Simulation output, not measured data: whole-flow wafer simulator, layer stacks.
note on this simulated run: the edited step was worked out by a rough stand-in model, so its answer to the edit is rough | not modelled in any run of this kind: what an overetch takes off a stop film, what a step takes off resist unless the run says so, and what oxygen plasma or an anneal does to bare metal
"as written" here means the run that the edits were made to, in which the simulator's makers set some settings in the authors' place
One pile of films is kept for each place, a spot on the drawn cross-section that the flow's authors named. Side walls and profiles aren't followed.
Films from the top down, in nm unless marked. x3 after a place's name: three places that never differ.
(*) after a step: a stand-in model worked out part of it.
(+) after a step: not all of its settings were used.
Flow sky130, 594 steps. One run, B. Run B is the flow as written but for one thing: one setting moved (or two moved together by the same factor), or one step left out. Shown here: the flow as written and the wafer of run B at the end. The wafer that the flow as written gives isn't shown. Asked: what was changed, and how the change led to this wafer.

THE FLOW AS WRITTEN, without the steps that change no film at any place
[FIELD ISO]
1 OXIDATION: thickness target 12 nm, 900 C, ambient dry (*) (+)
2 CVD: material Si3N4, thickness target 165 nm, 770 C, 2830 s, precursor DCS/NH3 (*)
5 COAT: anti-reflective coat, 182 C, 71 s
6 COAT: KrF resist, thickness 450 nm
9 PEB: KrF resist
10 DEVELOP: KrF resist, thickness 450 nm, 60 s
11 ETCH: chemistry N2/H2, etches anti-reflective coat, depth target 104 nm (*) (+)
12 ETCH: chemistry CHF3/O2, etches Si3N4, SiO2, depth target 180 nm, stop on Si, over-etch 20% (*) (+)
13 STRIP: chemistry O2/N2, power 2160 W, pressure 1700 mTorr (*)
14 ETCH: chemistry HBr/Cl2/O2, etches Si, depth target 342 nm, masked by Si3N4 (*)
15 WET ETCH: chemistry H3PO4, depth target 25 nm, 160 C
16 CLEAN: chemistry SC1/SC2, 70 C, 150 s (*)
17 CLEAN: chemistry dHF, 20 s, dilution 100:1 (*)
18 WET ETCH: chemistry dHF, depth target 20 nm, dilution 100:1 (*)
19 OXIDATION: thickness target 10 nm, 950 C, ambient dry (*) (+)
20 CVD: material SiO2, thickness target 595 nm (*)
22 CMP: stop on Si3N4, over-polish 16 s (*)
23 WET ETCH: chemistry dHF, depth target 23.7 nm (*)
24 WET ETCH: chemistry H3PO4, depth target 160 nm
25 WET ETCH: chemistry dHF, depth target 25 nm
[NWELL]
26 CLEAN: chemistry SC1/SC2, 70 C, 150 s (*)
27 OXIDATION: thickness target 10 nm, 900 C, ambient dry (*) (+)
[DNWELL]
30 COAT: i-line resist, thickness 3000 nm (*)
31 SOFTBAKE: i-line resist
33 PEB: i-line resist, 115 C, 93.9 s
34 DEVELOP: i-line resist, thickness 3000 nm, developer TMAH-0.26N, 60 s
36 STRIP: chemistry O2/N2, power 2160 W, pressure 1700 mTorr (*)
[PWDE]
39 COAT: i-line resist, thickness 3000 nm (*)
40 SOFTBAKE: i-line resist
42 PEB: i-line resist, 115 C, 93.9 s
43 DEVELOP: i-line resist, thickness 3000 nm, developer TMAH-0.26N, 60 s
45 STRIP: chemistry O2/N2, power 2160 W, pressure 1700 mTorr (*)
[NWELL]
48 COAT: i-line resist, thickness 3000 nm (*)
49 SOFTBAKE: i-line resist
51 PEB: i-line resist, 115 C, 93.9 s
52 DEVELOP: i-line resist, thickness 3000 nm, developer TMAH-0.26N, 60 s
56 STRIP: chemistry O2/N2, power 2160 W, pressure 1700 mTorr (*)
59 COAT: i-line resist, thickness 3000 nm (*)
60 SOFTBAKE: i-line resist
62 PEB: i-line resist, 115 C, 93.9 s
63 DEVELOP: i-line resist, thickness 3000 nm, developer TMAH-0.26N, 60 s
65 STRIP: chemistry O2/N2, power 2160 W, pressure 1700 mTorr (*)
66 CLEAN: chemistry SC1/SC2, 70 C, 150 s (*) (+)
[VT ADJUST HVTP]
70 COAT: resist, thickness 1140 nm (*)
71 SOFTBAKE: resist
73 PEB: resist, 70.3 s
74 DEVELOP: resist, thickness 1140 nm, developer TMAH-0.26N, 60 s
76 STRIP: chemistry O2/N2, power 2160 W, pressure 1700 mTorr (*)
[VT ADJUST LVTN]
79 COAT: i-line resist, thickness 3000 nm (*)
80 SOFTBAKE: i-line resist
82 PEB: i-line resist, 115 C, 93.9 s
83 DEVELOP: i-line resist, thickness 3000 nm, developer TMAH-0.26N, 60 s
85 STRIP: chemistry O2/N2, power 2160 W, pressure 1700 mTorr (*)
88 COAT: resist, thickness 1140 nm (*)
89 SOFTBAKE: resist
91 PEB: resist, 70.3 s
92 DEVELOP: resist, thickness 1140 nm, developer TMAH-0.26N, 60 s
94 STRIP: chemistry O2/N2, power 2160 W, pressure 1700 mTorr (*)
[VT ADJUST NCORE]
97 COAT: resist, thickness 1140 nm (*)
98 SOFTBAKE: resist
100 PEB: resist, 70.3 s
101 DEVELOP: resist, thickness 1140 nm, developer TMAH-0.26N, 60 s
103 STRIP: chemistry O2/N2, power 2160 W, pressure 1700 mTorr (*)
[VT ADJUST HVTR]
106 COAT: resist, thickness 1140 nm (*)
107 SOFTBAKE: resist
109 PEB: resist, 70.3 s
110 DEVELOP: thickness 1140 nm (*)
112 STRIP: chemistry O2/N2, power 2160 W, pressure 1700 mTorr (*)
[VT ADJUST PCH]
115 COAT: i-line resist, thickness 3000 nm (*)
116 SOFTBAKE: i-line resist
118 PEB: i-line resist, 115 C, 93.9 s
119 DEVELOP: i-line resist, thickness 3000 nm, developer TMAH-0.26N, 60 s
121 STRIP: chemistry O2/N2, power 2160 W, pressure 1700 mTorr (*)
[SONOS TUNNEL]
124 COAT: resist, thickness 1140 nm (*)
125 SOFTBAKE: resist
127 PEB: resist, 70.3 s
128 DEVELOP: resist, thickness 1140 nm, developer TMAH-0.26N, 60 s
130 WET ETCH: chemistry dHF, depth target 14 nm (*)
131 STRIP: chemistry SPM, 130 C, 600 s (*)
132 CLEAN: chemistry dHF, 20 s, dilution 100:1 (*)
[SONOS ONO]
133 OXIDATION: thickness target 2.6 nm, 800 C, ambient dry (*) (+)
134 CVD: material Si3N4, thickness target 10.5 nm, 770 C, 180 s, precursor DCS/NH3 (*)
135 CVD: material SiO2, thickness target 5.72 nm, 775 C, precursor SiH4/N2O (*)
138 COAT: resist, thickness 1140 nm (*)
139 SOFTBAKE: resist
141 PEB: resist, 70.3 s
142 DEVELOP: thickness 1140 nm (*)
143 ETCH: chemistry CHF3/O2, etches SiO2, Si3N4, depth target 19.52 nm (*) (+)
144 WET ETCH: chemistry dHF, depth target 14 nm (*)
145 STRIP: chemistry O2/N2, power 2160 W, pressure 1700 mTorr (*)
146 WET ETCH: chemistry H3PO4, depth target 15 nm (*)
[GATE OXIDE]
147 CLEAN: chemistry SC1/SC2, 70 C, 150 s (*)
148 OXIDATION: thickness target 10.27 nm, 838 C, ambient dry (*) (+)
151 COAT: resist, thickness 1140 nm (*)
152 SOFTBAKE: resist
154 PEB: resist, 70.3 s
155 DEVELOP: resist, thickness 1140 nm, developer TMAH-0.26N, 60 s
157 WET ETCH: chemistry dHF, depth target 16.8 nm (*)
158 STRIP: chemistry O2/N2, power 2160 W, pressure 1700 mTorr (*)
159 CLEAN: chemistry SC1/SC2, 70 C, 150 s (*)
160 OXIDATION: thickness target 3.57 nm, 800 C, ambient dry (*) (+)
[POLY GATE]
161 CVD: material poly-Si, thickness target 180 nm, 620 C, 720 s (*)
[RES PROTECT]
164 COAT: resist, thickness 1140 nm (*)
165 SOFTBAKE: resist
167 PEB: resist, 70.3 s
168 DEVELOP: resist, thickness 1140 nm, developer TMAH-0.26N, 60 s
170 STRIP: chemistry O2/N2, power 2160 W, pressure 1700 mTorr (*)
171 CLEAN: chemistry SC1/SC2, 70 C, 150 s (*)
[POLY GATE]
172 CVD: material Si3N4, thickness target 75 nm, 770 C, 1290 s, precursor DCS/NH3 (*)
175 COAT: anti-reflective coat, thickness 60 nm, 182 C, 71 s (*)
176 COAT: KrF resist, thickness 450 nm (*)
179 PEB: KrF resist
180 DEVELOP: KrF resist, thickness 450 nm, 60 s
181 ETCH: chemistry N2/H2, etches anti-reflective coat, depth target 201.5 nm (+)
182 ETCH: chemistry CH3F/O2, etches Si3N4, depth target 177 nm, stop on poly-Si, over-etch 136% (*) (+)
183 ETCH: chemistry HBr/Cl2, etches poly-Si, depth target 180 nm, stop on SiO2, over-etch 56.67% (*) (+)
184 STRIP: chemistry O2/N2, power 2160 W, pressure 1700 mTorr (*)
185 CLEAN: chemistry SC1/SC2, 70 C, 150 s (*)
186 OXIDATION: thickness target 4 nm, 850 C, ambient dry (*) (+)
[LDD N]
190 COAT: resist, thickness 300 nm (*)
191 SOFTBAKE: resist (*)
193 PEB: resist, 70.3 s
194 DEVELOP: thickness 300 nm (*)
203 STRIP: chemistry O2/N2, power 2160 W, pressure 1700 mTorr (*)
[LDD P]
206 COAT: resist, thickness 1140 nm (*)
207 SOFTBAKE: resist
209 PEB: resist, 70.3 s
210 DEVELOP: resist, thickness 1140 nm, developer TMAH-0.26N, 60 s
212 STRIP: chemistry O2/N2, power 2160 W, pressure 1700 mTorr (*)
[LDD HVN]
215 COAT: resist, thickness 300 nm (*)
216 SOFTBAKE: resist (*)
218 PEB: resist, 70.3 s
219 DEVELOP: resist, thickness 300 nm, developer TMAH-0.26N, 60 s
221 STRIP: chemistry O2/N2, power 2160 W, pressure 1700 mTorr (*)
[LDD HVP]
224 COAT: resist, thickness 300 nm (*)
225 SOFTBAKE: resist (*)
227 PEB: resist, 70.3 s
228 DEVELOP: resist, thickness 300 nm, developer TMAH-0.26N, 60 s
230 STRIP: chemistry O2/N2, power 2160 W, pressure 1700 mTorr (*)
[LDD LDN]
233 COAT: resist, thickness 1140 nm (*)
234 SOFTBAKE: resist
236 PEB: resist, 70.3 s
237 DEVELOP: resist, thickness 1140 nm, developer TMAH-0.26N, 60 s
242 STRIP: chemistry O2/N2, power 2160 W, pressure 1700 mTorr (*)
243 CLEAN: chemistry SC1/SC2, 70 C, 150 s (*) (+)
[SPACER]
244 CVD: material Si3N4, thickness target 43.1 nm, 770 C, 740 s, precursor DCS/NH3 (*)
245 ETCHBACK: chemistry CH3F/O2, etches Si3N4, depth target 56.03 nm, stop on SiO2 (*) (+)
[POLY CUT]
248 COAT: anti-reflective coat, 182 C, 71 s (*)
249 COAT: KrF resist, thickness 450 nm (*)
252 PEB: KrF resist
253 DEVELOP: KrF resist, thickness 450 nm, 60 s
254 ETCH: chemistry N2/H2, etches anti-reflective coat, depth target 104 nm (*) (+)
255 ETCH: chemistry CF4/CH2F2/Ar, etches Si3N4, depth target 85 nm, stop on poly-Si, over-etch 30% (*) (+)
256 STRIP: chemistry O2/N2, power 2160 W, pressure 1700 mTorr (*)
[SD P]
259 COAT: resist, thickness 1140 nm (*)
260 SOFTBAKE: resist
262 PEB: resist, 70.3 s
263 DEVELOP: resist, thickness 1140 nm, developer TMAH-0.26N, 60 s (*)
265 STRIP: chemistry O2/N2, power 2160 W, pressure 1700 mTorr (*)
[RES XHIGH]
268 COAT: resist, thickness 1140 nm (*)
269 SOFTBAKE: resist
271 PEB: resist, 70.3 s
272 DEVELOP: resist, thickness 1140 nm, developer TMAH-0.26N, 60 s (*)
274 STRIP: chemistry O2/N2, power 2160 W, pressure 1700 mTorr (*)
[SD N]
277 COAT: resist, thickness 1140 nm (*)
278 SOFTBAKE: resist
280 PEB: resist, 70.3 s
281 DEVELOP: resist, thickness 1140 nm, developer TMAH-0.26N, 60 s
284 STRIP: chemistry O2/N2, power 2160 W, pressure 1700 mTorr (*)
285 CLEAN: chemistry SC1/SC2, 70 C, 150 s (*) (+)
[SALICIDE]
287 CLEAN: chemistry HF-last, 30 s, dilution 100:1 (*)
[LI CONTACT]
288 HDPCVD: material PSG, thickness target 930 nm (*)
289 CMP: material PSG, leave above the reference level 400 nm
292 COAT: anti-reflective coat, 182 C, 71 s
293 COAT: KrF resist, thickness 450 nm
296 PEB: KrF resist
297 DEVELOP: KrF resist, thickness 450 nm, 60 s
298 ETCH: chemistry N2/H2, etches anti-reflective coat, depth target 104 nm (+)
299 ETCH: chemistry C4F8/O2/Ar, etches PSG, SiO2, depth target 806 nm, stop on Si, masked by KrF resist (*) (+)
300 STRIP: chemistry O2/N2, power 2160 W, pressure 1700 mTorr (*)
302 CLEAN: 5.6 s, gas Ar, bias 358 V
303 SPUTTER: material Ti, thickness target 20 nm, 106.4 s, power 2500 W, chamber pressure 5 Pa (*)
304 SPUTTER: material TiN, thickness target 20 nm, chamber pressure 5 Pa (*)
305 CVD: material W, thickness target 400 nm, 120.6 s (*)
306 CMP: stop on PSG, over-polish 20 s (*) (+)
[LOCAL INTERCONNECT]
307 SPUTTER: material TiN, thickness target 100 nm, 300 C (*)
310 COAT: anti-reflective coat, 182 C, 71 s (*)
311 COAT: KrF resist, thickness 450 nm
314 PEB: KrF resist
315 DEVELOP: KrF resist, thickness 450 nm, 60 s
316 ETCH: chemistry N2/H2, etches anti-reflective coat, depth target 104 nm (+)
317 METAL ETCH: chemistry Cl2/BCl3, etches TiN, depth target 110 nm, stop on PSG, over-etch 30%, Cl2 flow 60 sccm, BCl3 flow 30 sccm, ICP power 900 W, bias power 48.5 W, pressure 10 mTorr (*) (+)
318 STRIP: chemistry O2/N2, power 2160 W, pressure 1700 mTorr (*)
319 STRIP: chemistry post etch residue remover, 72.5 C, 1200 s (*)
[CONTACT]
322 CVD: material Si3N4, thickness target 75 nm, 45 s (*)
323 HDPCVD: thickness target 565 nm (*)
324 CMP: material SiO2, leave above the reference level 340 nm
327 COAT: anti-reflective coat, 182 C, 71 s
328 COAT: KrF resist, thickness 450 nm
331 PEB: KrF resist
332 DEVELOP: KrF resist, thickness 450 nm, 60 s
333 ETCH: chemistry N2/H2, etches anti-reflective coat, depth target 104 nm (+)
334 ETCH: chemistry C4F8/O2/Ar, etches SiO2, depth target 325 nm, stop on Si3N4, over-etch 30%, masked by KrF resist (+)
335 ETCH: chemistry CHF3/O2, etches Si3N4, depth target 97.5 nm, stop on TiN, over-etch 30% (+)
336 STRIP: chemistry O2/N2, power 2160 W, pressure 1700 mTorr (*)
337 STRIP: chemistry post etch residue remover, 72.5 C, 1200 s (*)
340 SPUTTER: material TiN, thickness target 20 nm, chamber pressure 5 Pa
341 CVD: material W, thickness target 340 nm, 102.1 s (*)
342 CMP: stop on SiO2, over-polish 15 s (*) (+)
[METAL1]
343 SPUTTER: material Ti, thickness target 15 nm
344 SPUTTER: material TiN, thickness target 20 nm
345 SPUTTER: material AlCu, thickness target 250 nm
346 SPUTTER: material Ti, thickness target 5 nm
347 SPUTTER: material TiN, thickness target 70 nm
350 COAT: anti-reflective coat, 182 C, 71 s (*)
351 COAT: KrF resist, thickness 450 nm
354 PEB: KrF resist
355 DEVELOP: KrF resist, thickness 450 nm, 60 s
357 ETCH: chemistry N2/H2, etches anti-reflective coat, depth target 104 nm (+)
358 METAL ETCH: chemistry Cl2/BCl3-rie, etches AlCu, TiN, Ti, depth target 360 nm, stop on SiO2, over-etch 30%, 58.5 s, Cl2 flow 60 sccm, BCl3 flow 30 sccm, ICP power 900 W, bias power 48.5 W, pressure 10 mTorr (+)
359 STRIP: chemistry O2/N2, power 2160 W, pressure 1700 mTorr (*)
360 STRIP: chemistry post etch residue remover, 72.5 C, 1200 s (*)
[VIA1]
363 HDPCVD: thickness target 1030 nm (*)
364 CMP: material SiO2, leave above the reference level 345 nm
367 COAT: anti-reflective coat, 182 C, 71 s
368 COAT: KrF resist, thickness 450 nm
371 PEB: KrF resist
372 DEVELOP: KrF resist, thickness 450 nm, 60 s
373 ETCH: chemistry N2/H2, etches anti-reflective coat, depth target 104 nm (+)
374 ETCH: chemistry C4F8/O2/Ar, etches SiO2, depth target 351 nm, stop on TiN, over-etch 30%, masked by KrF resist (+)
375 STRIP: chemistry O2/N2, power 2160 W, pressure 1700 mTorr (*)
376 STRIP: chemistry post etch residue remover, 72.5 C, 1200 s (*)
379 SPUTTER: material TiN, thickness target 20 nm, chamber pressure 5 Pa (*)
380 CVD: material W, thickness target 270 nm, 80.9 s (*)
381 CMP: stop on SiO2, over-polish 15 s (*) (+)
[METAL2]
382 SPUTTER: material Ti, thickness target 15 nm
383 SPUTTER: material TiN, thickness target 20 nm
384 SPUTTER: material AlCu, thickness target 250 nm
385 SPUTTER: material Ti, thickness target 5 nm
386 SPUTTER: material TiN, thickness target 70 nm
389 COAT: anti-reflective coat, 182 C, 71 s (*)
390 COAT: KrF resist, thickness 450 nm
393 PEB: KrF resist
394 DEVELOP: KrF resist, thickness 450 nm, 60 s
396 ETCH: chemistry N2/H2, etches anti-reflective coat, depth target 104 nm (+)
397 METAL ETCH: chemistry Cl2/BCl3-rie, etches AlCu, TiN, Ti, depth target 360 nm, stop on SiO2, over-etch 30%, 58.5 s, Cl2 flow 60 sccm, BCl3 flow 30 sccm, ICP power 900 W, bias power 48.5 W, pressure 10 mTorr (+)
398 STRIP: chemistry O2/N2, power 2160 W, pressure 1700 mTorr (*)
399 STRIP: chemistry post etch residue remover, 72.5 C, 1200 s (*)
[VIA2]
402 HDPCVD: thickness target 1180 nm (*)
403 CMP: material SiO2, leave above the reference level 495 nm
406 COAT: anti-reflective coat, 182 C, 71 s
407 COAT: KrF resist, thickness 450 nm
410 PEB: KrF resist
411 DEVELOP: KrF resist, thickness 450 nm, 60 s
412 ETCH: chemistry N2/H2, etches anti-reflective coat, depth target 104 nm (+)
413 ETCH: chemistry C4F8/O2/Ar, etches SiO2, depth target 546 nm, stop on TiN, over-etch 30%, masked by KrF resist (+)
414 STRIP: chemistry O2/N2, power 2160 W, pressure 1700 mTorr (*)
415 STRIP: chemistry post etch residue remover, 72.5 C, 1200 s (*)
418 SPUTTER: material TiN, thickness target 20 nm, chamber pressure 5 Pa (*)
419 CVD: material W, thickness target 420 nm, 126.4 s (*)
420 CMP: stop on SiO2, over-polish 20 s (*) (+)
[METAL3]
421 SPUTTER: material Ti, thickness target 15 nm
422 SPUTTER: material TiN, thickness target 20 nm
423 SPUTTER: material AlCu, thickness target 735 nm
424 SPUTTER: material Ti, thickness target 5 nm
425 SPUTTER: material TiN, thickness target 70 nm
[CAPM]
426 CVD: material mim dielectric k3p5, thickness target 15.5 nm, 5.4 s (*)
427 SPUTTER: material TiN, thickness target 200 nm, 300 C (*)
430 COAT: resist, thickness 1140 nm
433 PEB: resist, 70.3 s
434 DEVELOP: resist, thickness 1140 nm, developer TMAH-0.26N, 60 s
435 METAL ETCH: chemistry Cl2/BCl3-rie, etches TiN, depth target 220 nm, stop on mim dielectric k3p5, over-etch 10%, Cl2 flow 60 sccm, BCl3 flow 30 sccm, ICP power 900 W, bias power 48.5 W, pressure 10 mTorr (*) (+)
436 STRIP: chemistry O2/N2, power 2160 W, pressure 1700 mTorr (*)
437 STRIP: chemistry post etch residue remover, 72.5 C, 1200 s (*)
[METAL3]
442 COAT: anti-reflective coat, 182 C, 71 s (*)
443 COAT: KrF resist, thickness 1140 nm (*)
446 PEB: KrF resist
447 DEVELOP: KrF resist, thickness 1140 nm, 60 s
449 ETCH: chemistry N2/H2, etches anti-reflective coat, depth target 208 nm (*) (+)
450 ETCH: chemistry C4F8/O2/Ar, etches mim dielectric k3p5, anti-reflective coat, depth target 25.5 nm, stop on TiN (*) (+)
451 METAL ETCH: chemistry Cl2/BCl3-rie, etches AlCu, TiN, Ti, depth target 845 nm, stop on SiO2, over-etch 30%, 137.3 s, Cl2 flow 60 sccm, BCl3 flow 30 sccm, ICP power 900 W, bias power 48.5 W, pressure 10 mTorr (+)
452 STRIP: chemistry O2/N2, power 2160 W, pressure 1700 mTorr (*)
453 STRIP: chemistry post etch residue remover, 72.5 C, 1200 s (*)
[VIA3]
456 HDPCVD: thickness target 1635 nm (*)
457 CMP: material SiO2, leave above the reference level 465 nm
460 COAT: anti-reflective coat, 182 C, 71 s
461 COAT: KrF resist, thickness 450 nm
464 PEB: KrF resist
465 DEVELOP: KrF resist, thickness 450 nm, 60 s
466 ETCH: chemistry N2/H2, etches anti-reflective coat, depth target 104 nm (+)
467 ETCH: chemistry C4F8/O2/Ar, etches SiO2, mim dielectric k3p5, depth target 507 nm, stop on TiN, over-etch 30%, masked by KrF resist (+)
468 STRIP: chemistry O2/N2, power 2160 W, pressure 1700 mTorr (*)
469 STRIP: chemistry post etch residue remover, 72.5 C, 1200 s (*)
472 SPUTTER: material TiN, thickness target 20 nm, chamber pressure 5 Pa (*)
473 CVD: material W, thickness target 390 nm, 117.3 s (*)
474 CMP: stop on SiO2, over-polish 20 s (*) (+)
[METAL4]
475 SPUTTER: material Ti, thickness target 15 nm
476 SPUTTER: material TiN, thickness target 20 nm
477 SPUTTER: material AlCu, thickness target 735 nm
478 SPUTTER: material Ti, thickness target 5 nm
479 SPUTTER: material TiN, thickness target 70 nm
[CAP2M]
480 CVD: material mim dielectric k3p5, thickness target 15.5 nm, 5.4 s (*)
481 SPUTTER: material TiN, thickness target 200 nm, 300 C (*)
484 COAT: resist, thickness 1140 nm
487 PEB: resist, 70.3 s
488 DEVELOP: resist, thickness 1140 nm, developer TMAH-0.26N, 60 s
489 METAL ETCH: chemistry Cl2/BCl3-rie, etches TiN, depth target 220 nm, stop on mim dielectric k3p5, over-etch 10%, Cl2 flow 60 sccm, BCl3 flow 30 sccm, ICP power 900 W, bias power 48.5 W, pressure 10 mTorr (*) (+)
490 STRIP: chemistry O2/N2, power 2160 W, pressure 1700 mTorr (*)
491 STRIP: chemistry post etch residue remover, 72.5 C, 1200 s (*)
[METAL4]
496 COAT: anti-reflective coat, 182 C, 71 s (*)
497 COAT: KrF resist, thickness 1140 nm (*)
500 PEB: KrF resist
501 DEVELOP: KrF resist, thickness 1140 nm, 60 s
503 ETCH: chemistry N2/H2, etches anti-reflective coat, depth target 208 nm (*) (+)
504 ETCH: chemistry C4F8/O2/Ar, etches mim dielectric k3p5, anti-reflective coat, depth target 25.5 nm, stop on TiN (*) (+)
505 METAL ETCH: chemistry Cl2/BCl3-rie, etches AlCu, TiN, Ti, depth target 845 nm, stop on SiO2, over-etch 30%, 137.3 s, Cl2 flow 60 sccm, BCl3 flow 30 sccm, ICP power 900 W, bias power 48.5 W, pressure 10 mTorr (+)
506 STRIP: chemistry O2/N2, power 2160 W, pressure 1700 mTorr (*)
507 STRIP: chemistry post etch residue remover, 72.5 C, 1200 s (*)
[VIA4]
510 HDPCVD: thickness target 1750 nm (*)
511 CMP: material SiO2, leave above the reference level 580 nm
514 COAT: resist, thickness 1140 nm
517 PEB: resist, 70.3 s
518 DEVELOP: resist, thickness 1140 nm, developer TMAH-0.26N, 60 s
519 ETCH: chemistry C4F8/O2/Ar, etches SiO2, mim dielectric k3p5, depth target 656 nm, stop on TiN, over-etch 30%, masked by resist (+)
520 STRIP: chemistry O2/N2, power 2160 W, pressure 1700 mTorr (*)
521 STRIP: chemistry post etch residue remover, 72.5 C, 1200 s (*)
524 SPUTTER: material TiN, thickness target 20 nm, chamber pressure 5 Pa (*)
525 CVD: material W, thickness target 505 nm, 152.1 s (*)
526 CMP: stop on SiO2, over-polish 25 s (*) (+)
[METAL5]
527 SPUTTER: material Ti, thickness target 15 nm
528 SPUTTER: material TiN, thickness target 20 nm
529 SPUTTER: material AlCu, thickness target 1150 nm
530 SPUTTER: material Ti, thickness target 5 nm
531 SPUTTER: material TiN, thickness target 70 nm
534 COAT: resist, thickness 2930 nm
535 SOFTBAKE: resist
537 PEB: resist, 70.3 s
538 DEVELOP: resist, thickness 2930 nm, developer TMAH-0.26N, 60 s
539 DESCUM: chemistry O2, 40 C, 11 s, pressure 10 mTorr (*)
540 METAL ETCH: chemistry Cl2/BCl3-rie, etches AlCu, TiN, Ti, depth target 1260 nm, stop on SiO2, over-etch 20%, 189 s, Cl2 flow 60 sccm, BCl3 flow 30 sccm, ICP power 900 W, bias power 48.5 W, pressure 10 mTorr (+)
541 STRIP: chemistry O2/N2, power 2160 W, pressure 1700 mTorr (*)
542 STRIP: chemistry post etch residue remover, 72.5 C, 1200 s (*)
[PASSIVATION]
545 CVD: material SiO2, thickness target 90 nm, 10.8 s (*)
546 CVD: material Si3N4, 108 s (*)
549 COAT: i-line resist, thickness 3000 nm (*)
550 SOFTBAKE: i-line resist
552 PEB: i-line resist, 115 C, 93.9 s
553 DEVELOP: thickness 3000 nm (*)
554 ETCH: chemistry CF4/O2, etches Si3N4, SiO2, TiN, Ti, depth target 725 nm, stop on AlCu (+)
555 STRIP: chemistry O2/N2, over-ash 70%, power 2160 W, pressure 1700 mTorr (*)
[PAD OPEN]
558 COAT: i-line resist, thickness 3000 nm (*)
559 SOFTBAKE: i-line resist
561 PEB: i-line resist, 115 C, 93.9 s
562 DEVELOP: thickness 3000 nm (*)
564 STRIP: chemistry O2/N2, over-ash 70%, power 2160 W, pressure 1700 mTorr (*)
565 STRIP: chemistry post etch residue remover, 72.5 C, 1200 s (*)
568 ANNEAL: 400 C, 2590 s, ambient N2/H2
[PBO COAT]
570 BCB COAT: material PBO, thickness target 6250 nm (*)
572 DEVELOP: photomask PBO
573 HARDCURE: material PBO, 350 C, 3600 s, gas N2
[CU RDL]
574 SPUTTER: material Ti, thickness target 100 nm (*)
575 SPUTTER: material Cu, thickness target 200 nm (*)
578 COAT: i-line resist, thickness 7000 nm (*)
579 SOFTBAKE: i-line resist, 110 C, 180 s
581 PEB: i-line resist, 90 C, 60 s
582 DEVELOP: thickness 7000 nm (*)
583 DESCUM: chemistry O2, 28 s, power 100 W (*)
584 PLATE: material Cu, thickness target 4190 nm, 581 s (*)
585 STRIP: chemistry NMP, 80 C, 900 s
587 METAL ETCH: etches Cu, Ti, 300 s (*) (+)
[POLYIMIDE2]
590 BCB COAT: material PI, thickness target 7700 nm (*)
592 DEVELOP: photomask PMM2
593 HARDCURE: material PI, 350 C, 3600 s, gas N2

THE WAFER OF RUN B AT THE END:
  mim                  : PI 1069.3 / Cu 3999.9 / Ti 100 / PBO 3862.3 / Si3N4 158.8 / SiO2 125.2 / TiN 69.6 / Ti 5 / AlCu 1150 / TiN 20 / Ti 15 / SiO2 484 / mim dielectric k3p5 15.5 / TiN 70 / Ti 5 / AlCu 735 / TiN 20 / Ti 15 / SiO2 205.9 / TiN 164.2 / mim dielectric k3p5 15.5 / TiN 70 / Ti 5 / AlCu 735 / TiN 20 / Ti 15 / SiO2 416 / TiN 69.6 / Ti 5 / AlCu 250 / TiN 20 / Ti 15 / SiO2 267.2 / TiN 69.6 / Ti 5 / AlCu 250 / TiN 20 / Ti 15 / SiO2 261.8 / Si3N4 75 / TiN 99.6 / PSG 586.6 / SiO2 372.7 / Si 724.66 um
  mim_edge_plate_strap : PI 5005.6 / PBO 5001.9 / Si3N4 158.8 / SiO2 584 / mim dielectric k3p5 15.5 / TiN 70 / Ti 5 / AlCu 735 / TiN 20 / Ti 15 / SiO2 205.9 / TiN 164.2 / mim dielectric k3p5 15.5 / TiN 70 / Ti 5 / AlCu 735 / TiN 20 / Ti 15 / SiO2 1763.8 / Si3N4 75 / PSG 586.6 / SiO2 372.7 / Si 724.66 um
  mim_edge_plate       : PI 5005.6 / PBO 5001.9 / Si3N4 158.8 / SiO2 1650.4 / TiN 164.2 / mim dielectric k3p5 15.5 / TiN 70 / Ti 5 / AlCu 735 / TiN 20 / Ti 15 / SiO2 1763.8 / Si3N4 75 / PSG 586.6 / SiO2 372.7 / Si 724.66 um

The cause: step 427, SPUTTER: thickness target 165 nm was run, where the flow has thickness target 200 nm.

How the change led to this, step by step:
  427 SPUTTER: material TiN, thickness target 200 nm, 300 C (*)
      field, active, n_well and 188 more: TiN +165 (new film) (as written it would be: TiN +200 (new film))
  435 METAL ETCH: chemistry Cl2/BCl3-rie, etches TiN, depth target 220 nm, stop on mim dielectric k3p5, over-etch 10%, Cl2 flow 60 sccm, BCl3 flow 30 sccm, ICP power 900 W, bias power 48.5 W, pressure 10 mTorr (*) (+)
      field, active, n_well and 185 more: TiN -165 (all of it) (as written it would be: TiN -200 (all of it))
      mim, mim_edge_plate_strap, mim_edge_plate: resist -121 (as written it would be: resist -146.7)
  436 STRIP: chemistry O2/N2, power 2160 W, pressure 1700 mTorr (*)
      mim, mim_edge_plate_strap, mim_edge_plate: resist -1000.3 (all of it) (as written it would be: resist -974.6 (all of it))
  442 COAT: anti-reflective coat, 182 C, 71 s (*)
      rpm_encl, rpm_encl_psd, rpm_encl_urpm: anti-reflective coat +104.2 (new film) (as written it would be: anti-reflective coat +101.2 (new film))
      poly_licon, rpo_hd_licon: anti-reflective coat +67.2 (new film) (as written it would be: anti-reflective coat +57.6 (new film))
      (and at 5 more places)
  443 COAT: KrF resist, thickness 1140 nm (*)
      mim_edge_plate_strap, mim_edge_plate: KrF resist +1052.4 (new film) (as written it would be: KrF resist +1017.4 (new film))
      mim: KrF resist +1057.3 (new film) (as written it would be: KrF resist +1025.5 (new film))
  449 ETCH: chemistry N2/H2, etches anti-reflective coat, depth target 208 nm (*) (+)
      rpm_encl, rpm_encl_psd, rpm_encl_urpm: anti-reflective coat -104.2 (all of it) (as written it would be: anti-reflective coat -101.2 (all of it))
      poly_licon, rpo_hd_licon: anti-reflective coat -67.2 (all of it) (as written it would be: anti-reflective coat -57.6 (all of it))
      (and at 3 more places)
  452 STRIP: chemistry O2/N2, power 2160 W, pressure 1700 mTorr (*)
      mim_edge_plate_strap, mim_edge_plate: KrF resist -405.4 (all of it), anti-reflective coat -3 (all of it) (as written it would be: KrF resist -370.5 (all of it), anti-reflective coat -3 (all of it))
      mim: KrF resist -410.4 (all of it), anti-reflective coat -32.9 (all of it) (as written it would be: KrF resist -378.7 (all of it), anti-reflective coat -40.4 (all of it))
      (and at 1 more place)
  457 CMP: material SiO2, leave above the reference level 465 nm
      mim, mim_edge_plate_strap, mim_edge_plate: SiO2 -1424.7 (as written it would be: SiO2 -1459.7)
